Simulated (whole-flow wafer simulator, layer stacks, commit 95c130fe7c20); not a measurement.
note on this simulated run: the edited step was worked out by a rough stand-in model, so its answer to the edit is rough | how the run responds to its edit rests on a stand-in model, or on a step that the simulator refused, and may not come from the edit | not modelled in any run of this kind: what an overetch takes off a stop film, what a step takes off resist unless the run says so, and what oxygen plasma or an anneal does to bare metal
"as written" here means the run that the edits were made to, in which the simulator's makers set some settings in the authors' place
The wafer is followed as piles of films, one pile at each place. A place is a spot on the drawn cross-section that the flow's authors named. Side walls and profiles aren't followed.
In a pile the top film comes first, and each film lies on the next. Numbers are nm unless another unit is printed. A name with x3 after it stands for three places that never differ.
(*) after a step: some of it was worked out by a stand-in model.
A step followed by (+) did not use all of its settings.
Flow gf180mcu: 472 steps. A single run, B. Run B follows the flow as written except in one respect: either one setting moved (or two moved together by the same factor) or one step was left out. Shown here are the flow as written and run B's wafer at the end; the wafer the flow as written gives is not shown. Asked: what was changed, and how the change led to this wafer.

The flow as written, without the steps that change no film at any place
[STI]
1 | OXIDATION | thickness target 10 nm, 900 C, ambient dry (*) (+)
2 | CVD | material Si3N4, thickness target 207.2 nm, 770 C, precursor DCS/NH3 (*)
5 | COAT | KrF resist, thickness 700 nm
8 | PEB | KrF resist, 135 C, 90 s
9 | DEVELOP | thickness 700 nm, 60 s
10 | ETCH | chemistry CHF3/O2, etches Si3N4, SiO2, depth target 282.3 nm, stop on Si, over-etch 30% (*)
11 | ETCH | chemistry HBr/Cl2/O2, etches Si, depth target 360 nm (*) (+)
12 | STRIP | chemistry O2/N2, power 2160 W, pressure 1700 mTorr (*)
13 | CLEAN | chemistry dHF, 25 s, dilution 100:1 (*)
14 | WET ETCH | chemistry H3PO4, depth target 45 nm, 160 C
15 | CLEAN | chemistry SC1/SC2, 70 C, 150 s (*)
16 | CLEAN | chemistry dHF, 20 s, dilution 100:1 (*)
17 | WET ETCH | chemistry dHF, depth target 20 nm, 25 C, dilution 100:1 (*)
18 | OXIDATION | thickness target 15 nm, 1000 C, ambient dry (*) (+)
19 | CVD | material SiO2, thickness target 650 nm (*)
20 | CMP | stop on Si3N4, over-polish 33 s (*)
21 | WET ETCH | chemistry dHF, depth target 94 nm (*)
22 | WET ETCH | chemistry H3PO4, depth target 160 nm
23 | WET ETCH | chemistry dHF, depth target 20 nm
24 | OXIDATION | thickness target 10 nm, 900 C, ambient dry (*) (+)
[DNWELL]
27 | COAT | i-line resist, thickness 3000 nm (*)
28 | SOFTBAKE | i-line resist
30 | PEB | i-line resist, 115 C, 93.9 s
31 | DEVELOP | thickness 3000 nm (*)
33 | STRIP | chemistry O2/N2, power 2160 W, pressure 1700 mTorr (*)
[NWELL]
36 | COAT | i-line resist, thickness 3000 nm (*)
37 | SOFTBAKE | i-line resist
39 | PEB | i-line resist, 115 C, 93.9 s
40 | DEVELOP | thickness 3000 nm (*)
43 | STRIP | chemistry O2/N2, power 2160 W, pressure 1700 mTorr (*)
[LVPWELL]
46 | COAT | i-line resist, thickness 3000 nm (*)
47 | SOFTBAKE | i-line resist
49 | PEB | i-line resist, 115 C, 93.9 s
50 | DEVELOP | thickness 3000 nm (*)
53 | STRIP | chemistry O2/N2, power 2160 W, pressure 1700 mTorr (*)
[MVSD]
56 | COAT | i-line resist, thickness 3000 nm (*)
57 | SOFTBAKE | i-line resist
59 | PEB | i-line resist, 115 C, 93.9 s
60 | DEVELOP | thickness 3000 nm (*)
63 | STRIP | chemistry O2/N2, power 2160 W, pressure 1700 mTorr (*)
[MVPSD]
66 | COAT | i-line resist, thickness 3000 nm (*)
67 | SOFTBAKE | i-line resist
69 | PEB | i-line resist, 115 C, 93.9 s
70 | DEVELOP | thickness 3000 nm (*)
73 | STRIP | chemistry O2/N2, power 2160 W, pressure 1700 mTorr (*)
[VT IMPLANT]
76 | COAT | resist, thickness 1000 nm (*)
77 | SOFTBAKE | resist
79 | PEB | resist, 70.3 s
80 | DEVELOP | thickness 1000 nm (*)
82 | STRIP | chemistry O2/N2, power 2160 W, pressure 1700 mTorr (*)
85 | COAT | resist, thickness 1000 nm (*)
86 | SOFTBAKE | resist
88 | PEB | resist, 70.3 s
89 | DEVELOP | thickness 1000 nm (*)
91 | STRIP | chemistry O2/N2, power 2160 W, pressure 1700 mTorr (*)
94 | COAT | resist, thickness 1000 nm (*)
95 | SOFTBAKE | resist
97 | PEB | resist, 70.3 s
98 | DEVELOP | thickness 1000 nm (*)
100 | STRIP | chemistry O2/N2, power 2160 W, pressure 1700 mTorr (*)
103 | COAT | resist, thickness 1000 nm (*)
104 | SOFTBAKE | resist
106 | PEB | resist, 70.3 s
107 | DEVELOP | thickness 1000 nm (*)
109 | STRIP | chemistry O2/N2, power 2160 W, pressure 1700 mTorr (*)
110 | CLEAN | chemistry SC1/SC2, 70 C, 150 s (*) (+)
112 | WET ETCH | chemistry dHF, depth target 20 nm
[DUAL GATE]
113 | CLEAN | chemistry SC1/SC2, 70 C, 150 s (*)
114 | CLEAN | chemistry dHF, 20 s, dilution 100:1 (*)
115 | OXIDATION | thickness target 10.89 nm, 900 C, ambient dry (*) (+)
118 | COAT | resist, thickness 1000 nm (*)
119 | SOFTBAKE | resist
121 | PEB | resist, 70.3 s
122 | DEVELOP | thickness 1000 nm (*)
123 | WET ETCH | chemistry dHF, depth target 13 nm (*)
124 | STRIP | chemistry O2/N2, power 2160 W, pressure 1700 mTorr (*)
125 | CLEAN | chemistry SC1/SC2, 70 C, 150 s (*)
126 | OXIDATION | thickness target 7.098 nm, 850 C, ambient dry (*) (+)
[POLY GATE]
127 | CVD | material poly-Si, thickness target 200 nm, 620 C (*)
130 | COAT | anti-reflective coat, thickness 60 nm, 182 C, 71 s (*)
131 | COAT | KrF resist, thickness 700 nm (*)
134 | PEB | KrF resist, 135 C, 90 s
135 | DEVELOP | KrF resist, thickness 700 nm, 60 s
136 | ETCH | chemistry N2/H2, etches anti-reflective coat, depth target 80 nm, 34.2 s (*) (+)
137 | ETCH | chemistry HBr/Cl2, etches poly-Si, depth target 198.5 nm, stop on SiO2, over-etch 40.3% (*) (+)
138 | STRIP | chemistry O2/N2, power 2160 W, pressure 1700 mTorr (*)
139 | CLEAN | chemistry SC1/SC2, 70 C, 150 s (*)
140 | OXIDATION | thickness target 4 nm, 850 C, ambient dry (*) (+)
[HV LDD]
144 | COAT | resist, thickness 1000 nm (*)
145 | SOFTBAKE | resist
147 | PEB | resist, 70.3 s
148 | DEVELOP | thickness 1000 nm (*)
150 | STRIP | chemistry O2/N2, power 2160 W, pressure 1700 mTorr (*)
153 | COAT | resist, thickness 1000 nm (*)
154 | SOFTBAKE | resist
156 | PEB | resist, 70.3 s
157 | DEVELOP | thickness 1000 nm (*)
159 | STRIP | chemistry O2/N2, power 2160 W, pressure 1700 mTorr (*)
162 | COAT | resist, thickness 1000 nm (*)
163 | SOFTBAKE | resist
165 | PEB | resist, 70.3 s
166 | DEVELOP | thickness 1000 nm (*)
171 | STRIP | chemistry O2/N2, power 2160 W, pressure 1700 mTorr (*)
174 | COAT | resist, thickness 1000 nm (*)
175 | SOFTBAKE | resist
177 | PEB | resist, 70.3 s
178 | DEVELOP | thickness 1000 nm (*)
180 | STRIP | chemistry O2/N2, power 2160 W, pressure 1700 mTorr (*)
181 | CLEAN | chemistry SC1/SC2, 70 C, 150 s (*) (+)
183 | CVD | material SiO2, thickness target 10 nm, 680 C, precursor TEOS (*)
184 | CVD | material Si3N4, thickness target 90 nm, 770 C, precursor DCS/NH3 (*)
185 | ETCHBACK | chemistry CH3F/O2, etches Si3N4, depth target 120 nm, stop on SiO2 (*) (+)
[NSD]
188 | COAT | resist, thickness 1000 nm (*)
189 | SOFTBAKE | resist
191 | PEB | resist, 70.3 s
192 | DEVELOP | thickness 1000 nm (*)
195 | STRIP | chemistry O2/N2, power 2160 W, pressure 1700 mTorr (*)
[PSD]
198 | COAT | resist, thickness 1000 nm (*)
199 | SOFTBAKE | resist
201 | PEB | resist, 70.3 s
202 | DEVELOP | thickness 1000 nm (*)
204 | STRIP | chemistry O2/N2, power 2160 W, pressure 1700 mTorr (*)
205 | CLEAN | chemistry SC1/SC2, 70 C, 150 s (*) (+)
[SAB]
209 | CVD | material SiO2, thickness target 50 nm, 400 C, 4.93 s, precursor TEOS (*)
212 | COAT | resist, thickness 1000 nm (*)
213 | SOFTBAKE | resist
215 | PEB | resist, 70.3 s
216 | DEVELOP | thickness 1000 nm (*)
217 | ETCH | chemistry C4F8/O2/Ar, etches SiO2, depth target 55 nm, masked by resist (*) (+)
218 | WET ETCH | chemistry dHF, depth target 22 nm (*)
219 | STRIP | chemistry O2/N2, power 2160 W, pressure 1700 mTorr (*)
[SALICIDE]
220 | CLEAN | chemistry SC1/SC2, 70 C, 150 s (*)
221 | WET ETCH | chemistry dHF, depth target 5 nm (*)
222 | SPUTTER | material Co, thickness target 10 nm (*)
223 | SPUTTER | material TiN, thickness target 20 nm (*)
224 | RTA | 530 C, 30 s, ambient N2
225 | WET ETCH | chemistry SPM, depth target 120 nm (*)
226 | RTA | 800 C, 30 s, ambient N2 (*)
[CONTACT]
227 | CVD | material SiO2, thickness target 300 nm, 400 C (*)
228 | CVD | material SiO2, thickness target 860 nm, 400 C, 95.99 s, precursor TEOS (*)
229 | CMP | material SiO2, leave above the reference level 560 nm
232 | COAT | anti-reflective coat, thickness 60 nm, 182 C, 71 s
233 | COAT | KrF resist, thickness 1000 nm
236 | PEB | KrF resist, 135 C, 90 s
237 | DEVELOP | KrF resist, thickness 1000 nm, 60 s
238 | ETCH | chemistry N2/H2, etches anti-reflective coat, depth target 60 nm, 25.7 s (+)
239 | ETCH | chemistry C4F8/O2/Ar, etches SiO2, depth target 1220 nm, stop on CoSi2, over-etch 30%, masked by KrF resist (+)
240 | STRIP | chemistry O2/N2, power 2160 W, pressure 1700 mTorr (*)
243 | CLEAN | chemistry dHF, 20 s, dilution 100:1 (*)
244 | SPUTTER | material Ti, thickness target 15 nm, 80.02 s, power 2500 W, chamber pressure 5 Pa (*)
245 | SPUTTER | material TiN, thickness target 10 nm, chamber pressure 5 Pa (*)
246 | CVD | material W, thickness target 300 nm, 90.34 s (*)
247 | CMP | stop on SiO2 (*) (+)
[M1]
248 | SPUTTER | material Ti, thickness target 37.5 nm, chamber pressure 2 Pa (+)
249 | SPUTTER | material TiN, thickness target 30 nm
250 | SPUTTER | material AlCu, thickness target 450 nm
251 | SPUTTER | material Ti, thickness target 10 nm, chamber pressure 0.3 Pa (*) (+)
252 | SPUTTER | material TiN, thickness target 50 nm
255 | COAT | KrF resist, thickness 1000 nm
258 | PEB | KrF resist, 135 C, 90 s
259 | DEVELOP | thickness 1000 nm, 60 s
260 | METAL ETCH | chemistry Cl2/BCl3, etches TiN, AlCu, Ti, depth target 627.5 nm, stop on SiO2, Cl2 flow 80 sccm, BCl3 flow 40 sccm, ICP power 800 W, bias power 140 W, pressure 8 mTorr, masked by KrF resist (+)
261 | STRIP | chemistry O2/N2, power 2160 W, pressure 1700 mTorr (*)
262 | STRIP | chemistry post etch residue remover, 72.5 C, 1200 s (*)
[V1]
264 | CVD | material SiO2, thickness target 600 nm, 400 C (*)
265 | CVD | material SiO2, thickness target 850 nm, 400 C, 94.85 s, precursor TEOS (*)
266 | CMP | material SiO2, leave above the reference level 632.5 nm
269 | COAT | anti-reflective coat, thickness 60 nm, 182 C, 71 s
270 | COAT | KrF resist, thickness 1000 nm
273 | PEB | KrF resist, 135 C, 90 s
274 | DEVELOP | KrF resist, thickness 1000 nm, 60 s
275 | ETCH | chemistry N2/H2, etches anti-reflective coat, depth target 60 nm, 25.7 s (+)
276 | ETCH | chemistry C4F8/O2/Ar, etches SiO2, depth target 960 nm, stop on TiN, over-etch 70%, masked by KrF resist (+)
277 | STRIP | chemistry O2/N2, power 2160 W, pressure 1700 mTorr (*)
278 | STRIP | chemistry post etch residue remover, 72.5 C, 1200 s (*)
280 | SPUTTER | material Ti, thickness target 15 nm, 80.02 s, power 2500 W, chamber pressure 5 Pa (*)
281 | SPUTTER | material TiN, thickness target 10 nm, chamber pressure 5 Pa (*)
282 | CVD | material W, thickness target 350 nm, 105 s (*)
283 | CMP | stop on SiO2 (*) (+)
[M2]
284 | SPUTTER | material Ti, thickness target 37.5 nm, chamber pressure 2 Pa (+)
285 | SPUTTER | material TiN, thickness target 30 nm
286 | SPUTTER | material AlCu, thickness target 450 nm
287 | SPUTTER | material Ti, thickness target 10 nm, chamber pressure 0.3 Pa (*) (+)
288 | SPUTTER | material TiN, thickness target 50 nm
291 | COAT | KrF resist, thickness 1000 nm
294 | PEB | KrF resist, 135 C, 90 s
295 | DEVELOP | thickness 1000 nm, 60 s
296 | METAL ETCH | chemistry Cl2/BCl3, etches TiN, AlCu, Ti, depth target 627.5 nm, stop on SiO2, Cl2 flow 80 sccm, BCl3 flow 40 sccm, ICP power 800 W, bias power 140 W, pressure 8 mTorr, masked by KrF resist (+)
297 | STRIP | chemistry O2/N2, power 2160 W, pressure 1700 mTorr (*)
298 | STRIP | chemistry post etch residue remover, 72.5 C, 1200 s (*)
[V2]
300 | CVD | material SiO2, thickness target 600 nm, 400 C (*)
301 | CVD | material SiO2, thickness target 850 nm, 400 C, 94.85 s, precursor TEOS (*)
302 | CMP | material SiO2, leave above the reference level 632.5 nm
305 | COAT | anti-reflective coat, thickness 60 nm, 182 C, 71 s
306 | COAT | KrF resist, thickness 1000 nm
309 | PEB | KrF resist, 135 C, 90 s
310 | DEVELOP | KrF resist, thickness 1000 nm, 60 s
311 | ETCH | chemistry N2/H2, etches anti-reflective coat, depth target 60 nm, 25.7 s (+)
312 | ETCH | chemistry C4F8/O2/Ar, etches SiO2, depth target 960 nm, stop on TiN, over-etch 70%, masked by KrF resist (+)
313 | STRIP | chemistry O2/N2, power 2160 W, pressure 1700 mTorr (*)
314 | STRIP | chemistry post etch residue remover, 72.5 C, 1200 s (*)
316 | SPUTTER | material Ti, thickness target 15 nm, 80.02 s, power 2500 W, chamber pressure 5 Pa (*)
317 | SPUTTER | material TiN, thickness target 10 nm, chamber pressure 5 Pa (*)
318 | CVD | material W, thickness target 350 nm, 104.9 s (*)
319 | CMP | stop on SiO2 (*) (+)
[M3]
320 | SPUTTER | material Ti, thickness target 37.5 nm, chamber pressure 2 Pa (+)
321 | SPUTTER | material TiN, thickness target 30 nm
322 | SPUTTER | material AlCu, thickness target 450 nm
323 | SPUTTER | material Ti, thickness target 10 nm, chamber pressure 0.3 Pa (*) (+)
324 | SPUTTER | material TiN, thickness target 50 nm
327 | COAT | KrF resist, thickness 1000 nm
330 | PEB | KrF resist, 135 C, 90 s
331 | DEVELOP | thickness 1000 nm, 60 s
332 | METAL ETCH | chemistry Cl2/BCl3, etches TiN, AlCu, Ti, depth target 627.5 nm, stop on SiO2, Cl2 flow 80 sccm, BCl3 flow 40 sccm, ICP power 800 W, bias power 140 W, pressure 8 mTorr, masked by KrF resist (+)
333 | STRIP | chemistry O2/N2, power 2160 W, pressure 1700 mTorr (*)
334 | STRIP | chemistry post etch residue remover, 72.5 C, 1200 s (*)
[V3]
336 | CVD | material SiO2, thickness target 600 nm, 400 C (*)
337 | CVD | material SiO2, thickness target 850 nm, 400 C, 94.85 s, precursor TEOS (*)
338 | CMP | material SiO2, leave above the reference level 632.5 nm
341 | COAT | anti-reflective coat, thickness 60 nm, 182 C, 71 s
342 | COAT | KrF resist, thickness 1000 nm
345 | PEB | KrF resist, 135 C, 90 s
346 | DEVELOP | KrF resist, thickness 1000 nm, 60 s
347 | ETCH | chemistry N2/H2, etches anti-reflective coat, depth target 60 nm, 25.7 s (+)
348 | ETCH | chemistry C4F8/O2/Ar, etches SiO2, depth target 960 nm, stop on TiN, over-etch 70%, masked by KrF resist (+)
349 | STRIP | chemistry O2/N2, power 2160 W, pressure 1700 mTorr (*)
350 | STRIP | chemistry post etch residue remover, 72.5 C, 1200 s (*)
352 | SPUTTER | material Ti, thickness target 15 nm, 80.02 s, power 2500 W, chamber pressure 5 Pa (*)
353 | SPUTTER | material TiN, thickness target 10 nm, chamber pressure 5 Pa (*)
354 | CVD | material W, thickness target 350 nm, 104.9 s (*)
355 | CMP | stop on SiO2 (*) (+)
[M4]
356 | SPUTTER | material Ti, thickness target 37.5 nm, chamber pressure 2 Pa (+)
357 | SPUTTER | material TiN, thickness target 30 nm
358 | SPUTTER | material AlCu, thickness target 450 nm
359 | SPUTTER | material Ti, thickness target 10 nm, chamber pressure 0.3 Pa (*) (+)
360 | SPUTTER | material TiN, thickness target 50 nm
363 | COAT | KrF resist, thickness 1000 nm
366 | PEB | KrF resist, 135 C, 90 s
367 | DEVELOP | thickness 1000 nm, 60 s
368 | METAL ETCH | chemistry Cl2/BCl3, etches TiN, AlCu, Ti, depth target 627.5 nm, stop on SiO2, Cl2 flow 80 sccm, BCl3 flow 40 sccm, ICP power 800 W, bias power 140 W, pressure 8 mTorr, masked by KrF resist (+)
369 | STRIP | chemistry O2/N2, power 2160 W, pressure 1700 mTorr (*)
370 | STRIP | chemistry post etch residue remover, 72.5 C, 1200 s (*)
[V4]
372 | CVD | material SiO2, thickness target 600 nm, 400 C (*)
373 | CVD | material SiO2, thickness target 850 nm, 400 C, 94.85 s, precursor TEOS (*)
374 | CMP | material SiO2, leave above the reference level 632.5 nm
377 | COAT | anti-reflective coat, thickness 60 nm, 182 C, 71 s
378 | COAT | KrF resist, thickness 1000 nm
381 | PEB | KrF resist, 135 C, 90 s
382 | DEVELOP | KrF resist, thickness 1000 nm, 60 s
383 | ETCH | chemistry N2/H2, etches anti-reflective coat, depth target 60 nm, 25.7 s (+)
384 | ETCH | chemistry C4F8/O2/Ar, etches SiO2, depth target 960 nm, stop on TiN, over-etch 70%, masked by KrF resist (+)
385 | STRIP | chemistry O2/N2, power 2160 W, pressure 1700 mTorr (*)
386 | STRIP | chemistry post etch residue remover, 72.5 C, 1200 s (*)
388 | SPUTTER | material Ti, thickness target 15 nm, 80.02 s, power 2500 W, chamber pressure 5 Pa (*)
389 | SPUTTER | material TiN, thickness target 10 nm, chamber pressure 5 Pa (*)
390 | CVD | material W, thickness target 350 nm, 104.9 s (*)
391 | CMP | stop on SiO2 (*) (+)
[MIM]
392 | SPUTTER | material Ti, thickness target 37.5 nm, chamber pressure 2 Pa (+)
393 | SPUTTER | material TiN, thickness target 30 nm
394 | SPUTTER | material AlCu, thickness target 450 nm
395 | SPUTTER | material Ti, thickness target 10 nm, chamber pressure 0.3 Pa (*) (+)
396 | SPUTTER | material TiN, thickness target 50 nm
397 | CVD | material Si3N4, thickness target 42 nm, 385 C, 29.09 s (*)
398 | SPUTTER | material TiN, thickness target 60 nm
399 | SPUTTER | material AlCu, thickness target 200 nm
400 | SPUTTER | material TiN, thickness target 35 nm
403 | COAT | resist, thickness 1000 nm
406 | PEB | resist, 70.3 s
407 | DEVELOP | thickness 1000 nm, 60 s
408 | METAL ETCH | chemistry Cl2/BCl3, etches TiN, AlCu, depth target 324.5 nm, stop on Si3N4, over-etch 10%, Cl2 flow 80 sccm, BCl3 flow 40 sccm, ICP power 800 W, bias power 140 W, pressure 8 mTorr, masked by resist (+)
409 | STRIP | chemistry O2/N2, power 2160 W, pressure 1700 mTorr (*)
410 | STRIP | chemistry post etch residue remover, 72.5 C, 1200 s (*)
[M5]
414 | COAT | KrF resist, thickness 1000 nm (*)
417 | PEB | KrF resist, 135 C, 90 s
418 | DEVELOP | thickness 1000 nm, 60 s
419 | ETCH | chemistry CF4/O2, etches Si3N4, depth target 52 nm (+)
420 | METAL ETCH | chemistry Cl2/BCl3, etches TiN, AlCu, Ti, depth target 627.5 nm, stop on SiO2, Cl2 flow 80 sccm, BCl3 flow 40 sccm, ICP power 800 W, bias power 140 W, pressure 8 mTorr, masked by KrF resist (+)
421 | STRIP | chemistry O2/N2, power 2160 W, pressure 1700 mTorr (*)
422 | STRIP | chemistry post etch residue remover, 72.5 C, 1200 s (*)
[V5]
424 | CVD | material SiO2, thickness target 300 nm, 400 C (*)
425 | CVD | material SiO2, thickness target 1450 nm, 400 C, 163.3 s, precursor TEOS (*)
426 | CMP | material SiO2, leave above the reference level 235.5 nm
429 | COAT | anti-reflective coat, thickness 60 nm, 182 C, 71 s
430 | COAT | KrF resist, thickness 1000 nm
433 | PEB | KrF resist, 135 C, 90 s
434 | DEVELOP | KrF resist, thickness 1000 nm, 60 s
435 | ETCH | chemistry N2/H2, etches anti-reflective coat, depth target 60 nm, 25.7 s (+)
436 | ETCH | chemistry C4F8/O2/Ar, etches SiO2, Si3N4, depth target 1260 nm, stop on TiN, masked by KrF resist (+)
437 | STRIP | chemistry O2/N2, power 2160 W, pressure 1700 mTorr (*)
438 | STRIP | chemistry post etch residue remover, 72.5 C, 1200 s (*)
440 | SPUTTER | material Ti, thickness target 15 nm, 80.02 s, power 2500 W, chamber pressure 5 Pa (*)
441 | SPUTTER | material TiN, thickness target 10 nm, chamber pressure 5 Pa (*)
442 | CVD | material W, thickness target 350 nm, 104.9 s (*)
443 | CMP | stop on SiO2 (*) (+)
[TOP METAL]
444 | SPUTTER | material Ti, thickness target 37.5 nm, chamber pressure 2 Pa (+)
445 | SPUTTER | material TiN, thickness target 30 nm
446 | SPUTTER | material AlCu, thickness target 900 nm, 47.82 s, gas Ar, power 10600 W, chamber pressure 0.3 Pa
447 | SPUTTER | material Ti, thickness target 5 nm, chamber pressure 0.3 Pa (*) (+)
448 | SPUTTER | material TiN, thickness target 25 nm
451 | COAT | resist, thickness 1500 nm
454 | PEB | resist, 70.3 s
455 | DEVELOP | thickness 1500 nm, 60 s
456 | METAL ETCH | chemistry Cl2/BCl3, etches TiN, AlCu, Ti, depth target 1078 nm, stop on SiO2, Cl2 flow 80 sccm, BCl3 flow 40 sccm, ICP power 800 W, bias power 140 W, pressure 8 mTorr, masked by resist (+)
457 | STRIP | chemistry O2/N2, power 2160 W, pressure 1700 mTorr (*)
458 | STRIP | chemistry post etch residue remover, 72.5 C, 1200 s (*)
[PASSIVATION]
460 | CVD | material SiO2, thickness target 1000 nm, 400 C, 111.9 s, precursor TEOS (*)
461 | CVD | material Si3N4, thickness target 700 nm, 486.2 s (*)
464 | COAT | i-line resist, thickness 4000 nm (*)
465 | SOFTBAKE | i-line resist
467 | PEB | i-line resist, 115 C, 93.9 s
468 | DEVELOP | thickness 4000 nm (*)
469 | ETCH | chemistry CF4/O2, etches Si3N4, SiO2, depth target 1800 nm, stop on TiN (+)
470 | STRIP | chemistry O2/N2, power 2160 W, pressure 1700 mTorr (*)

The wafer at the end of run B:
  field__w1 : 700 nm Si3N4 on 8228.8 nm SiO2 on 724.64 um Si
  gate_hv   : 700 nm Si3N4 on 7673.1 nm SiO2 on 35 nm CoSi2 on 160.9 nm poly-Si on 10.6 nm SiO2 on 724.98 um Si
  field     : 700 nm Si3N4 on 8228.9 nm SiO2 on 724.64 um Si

What caused this: step 115, OXIDATION: thickness target 6.641 nm was run, whereas the flow has thickness target 10.89 nm.

The path from the change to this, step by step:
  115 | OXIDATION | thickness target 10.89 nm, 900 C, ambient dry (*) (+)
      active, n_well, p_well and 40 more: SiO2 gains 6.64 (new film), Si loses 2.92 (it would be, as written: SiO2 gains 10.9 (new film), Si loses 4.79)
      sti, mim_1p0, pad and 19 more: SiO2 gains 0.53, Si loses 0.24 (it would be, as written: SiO2 gains 1.22, Si loses 0.54)
      (and at 27 other places as well)
  123 | WET ETCH | chemistry dHF, depth target 13 nm (*)
      active, n_well, p_well and 12 more: SiO2 loses 6.64 (all of it) (it would be, as written: SiO2 loses 10.9 (all of it))
  126 | OXIDATION | thickness target 7.098 nm, 850 C, ambient dry (*) (+)
      gate_hv, active_hv, active_nat and 25 more: SiO2 gains 4.27, Si loses 1.88 (it would be, as written: SiO2 gains 3.72, Si loses 1.64)
  130 | COAT | anti-reflective coat, thickness 60 nm, 182 C, 71 s (*)
      p_well, spacer, sd_n: anti-reflective coat gains 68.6 (new film) (it would be, as written: anti-reflective coat gains 70.9 (new film))
      gate: anti-reflective coat gains 64.1 (new film) (it would be, as written: anti-reflective coat gains 65.5 (new film))
      (and at 5 other places as well)
  136 | ETCH | chemistry N2/H2, etches anti-reflective coat, depth target 80 nm, 34.2 s (*) (+)
      p_well, spacer, sd_n: anti-reflective coat loses 68.6 (all of it), poly-Si loses 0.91 (it would be, as written: anti-reflective coat loses 70.9 (all of it), poly-Si loses 0.85)
      contact: anti-reflective coat loses 65.5 (all of it), poly-Si loses 0.99 (it would be, as written: anti-reflective coat loses 67.5 (all of it), poly-Si loses 0.94)
      (and at 3 other places as well)
  138 | STRIP | chemistry O2/N2, power 2160 W, pressure 1700 mTorr (*)
      gate: chemical SiO2 gains 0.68 (new film), KrF resist loses 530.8 (all of it), anti-reflective coat loses 64.1 (all of it), poly-Si loses 0.3 (it would be, as written: chemical SiO2 gains 0.68 (new film), KrF resist loses 531.7 (all of it), anti-reflective coat loses 65.5 (all of it), poly-Si loses 0.3)
      ld_fp_p: chemical SiO2 gains 0.68 (new film), KrF resist loses 526.4 (all of it), anti-reflective coat loses 46.8 (all of it), poly-Si loses 0.3 (it would be, as written: chemical SiO2 gains 0.68 (new film), KrF resist loses 526.2 (all of it), anti-reflective coat loses 47.8 (all of it), poly-Si loses 0.3)
  145 | SOFTBAKE | resist
      active_nat: resist gains 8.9 (it would be, as written: resist gains 4.68)
  154 | SOFTBAKE | resist
      active_nat: resist gains 8.9 (it would be, as written: resist gains 4.68)
  163 | SOFTBAKE | resist
      active_nat: resist gains 8.9 (it would be, as written: resist gains 4.68)
  175 | SOFTBAKE | resist
      active_nat: resist gains 8.9 (it would be, as written: resist gains 4.68)
  189 | SOFTBAKE | resist
      active_hv: resist loses 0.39 (it would be, as written: resist gains 2.68)
      nw_enc_fld_lv__w3: resist loses 1.69 (it would be, as written: resist gains 2.11)
  199 | SOFTBAKE | resist
      active_hv: resist loses 0.39 (it would be, as written: resist gains 2.68)
      nw_enc_fld_lv__w3: resist loses 1.69 (it would be, as written: resist gains 2.11)
  218 | WET ETCH | chemistry dHF, depth target 22 nm (*)
      ldn_tap, ldn_src, ldn_drn, ldp_tap, ldp_src, ldp_drn, ldp_gr: SiO2 loses 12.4 (all of it) (it would be, as written: SiO2 loses 16 (all of it))
      ld_drn_n, ld_sd_p: SiO2 loses 11.2 (all of it) (it would be, as written: SiO2 loses 14.8 (all of it))
      (and at 5 other places as well)
  223 | SPUTTER | material TiN, thickness target 20 nm (*)
      field__w12: TiN gains 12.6 (new film) (it would be, as written: TiN gains 12 (new film))
  225 | WET ETCH | chemistry SPM, depth target 120 nm (*)
      field__w12: TiN loses 12.6 (all of it), Co loses 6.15 (all of it) (it would be, as written: TiN loses 12 (all of it), Co loses 6.15 (all of it))
